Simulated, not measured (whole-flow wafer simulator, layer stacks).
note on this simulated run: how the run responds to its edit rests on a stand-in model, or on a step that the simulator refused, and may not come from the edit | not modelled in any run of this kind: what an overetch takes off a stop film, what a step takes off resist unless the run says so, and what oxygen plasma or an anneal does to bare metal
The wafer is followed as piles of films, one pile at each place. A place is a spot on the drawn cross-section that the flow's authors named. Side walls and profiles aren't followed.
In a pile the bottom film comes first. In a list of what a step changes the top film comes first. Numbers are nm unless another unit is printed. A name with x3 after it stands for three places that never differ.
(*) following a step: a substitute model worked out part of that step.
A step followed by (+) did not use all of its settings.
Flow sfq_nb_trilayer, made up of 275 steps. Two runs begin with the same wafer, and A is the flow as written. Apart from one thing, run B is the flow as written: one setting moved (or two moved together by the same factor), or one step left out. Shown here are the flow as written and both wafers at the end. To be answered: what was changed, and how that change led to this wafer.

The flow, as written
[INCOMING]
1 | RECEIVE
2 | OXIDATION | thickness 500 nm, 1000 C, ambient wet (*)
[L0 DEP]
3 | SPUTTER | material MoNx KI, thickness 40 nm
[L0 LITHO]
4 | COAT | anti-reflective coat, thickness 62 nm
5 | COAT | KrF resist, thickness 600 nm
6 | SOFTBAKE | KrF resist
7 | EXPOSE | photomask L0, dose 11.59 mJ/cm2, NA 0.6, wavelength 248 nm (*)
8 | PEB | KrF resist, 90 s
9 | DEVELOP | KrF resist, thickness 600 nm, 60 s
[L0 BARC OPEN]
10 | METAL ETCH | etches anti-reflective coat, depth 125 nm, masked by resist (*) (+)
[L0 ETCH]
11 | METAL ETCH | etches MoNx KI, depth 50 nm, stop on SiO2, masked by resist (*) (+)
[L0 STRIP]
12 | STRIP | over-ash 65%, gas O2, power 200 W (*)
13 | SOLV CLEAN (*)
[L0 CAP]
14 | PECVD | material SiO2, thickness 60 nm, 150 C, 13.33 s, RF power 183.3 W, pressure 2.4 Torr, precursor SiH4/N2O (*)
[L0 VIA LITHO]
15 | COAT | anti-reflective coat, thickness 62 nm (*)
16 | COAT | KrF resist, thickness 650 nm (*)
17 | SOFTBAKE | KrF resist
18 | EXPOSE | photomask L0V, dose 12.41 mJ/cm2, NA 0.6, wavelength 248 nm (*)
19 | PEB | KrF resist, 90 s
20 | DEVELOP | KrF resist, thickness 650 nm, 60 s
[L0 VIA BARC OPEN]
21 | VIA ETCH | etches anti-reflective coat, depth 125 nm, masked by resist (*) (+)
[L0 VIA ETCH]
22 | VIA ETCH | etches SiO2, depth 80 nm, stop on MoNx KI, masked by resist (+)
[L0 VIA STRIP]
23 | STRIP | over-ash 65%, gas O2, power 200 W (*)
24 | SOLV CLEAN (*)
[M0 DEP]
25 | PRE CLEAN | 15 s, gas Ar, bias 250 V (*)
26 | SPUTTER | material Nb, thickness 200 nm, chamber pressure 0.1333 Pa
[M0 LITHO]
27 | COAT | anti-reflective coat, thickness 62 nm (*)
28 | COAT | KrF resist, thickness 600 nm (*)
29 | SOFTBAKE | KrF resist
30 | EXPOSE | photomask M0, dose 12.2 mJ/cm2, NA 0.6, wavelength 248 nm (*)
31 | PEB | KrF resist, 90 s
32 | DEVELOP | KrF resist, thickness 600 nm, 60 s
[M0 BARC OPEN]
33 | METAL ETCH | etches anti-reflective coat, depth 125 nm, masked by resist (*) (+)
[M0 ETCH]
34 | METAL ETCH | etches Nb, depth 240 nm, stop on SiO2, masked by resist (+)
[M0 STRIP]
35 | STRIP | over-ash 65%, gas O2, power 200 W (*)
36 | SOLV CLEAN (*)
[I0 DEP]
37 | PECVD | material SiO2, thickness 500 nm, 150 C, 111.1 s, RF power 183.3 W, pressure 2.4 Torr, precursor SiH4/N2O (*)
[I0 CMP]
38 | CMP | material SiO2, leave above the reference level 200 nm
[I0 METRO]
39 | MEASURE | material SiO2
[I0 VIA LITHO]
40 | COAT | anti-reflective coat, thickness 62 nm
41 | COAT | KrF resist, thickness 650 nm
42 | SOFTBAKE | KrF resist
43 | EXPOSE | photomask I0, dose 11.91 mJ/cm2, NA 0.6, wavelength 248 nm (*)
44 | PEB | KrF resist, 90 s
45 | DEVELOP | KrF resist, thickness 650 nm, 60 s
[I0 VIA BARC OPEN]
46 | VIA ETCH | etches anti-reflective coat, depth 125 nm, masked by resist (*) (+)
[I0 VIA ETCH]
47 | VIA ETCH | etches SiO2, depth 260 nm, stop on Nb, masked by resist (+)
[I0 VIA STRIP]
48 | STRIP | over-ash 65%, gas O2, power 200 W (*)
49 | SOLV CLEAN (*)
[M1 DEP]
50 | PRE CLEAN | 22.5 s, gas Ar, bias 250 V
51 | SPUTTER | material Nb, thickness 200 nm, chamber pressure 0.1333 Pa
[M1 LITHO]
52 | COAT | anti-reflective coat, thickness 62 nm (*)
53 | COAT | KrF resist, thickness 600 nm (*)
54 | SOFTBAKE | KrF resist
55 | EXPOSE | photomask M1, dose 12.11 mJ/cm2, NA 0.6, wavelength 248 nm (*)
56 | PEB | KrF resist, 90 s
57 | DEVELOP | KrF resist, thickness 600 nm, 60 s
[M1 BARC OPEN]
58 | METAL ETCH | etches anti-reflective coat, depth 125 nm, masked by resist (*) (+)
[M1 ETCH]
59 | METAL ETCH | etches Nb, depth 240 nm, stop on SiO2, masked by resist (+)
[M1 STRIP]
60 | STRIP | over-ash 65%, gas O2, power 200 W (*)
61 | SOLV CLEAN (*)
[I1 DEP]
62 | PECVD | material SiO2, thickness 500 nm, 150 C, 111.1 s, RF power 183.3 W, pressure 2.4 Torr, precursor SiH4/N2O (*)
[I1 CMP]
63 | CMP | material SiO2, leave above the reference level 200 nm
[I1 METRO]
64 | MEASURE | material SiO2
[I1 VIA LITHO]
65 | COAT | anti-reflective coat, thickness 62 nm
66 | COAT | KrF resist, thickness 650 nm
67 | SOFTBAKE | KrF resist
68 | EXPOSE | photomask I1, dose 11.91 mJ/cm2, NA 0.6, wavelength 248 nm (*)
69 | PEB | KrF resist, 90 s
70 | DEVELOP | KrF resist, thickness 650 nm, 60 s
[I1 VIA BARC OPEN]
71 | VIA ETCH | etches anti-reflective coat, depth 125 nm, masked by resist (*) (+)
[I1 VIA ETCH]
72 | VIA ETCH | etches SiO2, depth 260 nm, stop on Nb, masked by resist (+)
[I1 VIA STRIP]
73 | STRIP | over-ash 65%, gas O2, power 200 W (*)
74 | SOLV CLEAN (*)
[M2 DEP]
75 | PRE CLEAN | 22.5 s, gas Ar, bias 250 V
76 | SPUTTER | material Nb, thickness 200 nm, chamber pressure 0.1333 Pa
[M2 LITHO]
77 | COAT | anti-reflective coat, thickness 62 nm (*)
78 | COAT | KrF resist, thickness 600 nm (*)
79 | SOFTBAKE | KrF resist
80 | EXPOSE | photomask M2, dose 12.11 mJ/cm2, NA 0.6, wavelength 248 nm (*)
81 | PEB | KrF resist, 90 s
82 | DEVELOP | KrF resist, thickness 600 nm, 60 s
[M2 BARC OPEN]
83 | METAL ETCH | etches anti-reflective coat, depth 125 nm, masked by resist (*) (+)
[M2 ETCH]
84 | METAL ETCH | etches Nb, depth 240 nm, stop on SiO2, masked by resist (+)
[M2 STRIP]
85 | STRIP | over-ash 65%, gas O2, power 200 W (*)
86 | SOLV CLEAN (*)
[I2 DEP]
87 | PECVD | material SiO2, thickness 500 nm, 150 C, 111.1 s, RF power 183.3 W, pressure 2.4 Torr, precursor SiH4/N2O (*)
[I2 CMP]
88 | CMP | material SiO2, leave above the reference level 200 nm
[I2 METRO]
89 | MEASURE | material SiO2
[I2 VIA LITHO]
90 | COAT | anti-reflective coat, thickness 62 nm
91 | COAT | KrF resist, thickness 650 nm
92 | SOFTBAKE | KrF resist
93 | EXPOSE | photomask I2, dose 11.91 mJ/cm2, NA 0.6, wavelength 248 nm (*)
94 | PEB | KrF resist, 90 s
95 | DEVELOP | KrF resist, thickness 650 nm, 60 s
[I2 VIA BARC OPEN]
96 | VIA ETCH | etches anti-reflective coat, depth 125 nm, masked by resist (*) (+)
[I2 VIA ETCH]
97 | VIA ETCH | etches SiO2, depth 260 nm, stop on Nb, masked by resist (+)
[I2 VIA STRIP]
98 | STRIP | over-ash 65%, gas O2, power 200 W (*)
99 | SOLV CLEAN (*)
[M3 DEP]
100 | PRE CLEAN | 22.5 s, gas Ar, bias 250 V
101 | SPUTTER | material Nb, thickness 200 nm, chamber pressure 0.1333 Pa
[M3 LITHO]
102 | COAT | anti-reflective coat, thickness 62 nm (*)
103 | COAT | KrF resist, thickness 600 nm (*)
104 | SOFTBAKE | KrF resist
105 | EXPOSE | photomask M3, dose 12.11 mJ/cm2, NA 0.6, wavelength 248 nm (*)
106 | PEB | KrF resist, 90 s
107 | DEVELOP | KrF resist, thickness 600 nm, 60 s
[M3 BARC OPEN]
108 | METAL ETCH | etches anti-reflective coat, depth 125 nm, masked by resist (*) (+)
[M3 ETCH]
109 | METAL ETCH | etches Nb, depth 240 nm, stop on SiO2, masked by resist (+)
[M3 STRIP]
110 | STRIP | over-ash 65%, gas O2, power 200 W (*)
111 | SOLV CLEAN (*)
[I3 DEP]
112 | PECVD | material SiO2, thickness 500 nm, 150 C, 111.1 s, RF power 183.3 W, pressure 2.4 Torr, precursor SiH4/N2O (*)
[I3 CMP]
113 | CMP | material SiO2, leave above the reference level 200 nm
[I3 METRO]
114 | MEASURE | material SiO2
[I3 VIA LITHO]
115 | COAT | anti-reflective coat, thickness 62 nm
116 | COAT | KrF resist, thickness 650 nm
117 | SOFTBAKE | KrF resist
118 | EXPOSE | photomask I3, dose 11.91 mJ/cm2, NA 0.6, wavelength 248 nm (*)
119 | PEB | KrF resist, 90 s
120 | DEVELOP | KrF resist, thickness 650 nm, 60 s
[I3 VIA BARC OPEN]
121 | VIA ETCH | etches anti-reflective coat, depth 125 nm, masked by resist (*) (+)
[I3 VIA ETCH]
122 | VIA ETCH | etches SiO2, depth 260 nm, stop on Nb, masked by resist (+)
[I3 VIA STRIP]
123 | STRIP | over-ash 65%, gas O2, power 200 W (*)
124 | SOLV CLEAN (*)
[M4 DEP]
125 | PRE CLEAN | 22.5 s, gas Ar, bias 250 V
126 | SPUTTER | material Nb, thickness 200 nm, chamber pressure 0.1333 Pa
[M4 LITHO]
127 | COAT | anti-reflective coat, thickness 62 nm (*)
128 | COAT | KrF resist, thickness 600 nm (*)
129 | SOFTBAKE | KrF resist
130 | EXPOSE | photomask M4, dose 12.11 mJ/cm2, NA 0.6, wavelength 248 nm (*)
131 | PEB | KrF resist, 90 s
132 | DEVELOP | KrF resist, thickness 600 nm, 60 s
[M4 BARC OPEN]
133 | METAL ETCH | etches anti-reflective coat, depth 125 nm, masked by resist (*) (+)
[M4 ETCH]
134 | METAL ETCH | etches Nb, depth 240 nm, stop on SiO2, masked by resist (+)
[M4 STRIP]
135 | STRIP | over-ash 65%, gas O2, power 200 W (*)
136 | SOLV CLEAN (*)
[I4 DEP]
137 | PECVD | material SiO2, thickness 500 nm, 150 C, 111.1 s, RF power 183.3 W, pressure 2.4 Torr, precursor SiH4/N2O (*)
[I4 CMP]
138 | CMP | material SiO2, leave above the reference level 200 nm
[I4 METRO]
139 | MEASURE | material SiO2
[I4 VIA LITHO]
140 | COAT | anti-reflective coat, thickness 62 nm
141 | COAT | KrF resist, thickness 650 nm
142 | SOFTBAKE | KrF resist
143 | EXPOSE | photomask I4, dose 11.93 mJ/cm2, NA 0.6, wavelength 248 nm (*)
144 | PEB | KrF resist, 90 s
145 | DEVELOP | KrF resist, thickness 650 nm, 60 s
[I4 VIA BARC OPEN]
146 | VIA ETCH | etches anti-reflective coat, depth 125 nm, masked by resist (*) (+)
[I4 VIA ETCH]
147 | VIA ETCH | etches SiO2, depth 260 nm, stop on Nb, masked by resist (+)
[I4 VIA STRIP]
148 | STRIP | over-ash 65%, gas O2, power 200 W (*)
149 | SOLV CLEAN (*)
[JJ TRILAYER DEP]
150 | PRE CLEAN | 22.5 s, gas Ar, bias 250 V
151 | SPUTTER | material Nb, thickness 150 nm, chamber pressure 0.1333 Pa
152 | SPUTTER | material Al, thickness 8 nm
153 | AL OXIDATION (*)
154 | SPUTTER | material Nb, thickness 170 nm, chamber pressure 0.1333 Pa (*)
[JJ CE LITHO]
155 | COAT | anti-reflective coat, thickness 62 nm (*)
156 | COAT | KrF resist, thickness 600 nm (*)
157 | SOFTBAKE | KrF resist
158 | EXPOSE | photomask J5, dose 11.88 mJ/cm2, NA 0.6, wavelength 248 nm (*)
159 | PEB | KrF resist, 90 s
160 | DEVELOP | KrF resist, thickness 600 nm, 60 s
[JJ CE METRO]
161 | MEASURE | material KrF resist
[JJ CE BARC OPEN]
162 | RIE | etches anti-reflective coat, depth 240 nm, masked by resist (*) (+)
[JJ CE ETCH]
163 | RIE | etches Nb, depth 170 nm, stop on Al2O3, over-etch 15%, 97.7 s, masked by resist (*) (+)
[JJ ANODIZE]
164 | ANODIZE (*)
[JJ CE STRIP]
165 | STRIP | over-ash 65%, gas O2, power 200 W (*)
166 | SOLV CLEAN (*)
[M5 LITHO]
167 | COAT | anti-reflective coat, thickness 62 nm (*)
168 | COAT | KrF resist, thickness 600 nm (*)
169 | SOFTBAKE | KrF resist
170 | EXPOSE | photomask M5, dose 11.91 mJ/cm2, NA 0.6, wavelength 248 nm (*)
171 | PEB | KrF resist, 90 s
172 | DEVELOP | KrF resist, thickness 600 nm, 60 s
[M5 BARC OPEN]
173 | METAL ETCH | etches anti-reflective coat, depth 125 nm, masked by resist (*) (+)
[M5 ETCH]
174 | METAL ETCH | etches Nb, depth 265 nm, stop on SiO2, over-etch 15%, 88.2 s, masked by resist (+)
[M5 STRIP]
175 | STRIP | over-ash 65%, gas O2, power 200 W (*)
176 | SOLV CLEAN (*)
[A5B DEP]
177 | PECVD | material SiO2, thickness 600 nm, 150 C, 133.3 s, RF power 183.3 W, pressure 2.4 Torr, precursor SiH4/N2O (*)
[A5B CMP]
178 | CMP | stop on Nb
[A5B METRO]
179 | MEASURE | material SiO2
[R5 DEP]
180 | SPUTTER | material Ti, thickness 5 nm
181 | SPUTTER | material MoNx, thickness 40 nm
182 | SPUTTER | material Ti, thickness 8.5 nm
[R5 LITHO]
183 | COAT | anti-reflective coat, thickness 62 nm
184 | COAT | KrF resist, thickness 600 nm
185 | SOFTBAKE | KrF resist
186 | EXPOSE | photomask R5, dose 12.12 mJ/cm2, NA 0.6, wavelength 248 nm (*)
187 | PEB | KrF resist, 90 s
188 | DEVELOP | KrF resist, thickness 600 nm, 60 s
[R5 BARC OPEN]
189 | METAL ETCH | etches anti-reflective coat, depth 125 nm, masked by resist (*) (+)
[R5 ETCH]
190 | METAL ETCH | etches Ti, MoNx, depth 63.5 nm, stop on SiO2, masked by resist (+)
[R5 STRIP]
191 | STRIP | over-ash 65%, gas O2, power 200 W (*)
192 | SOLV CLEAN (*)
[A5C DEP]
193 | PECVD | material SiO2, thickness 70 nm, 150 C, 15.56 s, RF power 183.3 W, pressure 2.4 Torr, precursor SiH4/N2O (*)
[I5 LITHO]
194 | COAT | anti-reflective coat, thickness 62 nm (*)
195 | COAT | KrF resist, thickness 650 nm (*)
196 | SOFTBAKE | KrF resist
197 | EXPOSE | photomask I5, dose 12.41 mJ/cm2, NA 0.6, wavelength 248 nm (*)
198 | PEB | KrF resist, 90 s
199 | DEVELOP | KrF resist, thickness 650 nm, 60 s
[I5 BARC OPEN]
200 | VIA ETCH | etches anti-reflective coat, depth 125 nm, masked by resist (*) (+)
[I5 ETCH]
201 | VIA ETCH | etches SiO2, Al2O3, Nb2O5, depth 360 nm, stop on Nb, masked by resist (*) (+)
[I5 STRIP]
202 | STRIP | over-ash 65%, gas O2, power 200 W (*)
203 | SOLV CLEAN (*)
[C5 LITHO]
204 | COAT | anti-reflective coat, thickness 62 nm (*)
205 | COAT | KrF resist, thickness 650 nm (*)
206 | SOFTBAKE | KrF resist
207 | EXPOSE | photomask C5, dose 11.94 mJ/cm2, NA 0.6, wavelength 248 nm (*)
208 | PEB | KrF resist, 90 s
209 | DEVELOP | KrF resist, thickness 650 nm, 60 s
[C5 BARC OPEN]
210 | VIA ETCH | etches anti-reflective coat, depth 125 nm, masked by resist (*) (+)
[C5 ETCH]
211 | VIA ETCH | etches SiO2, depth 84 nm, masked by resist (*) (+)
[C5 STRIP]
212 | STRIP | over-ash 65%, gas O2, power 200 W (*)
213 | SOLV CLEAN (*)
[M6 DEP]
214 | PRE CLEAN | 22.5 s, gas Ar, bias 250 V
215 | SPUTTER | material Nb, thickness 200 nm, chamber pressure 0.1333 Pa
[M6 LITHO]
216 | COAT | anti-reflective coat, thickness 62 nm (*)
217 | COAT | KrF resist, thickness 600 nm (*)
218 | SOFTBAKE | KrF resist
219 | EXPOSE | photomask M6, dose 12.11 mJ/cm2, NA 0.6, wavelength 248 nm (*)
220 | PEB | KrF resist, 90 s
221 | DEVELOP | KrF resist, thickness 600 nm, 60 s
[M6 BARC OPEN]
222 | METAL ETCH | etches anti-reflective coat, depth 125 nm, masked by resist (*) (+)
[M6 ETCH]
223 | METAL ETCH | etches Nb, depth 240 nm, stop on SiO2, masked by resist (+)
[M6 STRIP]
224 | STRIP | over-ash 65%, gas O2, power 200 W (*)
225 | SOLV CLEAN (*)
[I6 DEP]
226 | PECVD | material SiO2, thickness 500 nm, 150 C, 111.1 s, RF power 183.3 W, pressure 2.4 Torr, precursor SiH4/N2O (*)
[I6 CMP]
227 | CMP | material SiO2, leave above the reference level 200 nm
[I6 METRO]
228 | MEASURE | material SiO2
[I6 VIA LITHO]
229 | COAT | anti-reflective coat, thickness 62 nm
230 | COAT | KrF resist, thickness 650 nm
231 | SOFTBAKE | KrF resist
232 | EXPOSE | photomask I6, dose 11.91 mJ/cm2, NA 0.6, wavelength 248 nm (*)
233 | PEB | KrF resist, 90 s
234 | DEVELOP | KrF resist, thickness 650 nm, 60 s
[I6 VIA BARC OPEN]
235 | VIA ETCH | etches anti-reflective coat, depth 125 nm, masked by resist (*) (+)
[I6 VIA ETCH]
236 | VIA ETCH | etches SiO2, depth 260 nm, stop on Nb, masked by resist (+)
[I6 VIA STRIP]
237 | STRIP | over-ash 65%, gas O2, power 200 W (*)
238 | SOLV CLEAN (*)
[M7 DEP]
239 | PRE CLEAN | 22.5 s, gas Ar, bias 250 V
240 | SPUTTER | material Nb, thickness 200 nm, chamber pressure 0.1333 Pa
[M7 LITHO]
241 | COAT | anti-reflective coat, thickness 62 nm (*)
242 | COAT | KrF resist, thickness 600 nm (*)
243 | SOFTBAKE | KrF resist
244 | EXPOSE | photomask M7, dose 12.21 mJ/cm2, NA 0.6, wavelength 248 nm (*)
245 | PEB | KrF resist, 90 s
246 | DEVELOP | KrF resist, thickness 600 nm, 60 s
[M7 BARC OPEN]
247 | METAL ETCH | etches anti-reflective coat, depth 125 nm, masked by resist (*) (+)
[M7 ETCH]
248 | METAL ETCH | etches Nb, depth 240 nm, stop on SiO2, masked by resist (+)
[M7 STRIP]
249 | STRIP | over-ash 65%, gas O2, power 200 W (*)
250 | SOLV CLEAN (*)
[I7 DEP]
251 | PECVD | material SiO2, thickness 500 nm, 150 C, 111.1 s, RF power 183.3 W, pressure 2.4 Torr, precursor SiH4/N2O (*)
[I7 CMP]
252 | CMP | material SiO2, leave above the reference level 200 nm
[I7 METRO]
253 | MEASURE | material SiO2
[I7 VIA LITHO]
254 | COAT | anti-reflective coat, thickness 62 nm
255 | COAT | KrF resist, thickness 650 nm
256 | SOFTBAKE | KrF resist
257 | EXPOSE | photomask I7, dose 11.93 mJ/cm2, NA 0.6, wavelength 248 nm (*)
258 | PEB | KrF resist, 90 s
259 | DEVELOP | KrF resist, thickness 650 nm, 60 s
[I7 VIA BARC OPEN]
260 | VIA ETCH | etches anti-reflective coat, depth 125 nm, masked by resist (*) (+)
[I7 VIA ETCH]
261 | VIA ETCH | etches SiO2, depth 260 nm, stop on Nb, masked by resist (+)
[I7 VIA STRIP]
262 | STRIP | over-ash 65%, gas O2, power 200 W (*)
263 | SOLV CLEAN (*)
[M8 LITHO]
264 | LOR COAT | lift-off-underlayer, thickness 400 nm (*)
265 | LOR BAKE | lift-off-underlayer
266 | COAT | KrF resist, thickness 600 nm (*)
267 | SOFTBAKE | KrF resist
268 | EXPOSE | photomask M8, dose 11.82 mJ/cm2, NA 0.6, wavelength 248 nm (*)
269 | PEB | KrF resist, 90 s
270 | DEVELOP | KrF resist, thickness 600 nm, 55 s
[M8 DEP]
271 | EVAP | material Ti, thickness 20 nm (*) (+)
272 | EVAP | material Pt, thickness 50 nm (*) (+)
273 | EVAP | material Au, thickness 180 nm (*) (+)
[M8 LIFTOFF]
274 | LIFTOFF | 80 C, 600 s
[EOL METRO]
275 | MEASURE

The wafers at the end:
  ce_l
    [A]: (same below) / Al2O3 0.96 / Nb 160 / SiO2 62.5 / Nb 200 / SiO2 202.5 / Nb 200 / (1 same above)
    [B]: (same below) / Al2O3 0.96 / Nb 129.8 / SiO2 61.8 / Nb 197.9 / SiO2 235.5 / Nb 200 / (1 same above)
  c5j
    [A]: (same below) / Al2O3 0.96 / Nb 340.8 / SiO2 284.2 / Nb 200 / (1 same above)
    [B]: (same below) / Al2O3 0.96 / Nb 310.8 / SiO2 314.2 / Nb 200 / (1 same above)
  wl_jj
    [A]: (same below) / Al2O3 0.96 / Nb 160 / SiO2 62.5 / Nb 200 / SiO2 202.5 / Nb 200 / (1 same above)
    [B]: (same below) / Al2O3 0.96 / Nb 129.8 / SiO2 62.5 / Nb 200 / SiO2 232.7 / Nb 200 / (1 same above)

The reason: step 190, METAL ETCH: depth 93.7 nm was run, whereas the flow has depth 63.5 nm.

How this came from the change, step by step:
  190 | METAL ETCH | etches Ti, MoNx, depth 63.5 nm, stop on SiO2, masked by resist (+)
      be_r, r_sur, res, r_end, r5r_line_l, r5r_line_c, r5r_line_r: A KrF resist loses 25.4 | B KrF resist loses 37.5
      ce_l, c5j, ce_r, wl_jj: A Ti loses 8.5 (all of it), MoNx loses 40 (all of it), Ti loses 5 (all of it), Nb loses 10 | B Ti loses 8.5 (all of it), MoNx loses 40 (all of it), Ti loses 5 (all of it), Nb loses 40.2
  191 | STRIP | over-ash 65%, gas O2, power 200 W (*)
      be_r, r_sur, res, r_end, r5r_line_l, r5r_line_c, r5r_line_r: A KrF resist loses 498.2 (all of it), anti-reflective coat loses 62 (all of it) | B KrF resist loses 486.1 (all of it), anti-reflective coat loses 62 (all of it)
  194 | COAT | anti-reflective coat, thickness 62 nm (*)
      wl_j_sl, wl_j_sr: A anti-reflective coat gains 60.2 (new film) | B anti-reflective coat gains 55.6 (new film)
      jj_sur: A anti-reflective coat gains 60.8 (new film) | B anti-reflective coat gains 56 (new film)
      (also at 5 further places)
  195 | COAT | KrF resist, thickness 650 nm (*)
      c5j: A KrF resist gains 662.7 (new film) | B KrF resist gains 678.6 (new film)
      wl_jj: A KrF resist gains 654.8 (new film) | B KrF resist gains 669.6 (new film)
  202 | STRIP | over-ash 65%, gas O2, power 200 W (*)
      wl_j_sl, wl_j_sr: A KrF resist loses 333.3 (all of it), anti-reflective coat loses 60.2 (all of it) | B KrF resist loses 333.1 (all of it), anti-reflective coat loses 55.6 (all of it)
      jj_sur: A KrF resist loses 337.2 (all of it), anti-reflective coat loses 60.8 (all of it) | B KrF resist loses 337.5 (all of it), anti-reflective coat loses 56 (all of it)
      (also at 5 further places)
  204 | COAT | anti-reflective coat, thickness 62 nm (*)
      wl_j_sl, wl_j_sr: A anti-reflective coat gains 60.2 (new film) | B anti-reflective coat gains 55.6 (new film)
      jj_sur: A anti-reflective coat gains 59.5 (new film) | B anti-reflective coat gains 54.8 (new film)
      (also at 5 further places)
  205 | COAT | KrF resist, thickness 650 nm (*)
      c5j: A KrF resist gains 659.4 (new film) | B KrF resist gains 675.5 (new film)
      wl_jj: A KrF resist gains 654.8 (new film) | B KrF resist gains 669.6 (new film)
  209 | DEVELOP | KrF resist, thickness 650 nm, 60 s
      c5j: A KrF resist loses 658.1 (all of it) | B KrF resist loses 674.1 (all of it)
  210 | VIA ETCH | etches anti-reflective coat, depth 125 nm, masked by resist (*) (+)
      c5j: A anti-reflective coat loses 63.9 (all of it), SiO2 loses 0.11 | B anti-reflective coat loses 72.4 (all of it), SiO2 loses 0.06
  212 | STRIP | over-ash 65%, gas O2, power 200 W (*)
      wl_j_sl, wl_j_sr: A KrF resist loses 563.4 (all of it), anti-reflective coat loses 60.2 (all of it) | B KrF resist loses 563.2 (all of it), anti-reflective coat loses 55.6 (all of it)
      jj_sur: A KrF resist loses 562 (all of it), anti-reflective coat loses 59.5 (all of it) | B KrF resist loses 562.1 (all of it), anti-reflective coat loses 54.8 (all of it)
      (also at 4 further places)
  216 | COAT | anti-reflective coat, thickness 62 nm (*)
      wl_j_sl, wl_j_sr: A anti-reflective coat gains 60.2 (new film) | B anti-reflective coat gains 55.7 (new film)
      jj_sur: A anti-reflective coat gains 56.1 (new film) | B anti-reflective coat gains 51.1 (new film)
      (also at 5 further places)
  217 | COAT | KrF resist, thickness 600 nm (*)
      ce_l: A KrF resist gains 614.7 (new film) | B KrF resist gains 628.9 (new film)
      c5j: A KrF resist gains 636 (new film) | B KrF resist gains 651.9 (new film)
      (also at 2 further places)
  224 | STRIP | over-ash 65%, gas O2, power 200 W (*)
      wl_j_sl, wl_j_sr: A KrF resist loses 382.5 (all of it), anti-reflective coat loses 60.2 (all of it) | B KrF resist loses 382.1 (all of it), anti-reflective coat loses 55.7 (all of it)
      jj_sur: A KrF resist loses 378.5 (all of it), anti-reflective coat loses 56.1 (all of it) | B KrF resist loses 378.3 (all of it), anti-reflective coat loses 51.1 (all of it)
      (also at 5 further places)
  227 | CMP | material SiO2, leave above the reference level 200 nm
      ce_l, ce_r: A SiO2 loses 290 | B SiO2 loses 257
      c5j: A SiO2 loses 223 | B SiO2 loses 190
      (also at 1 further place)
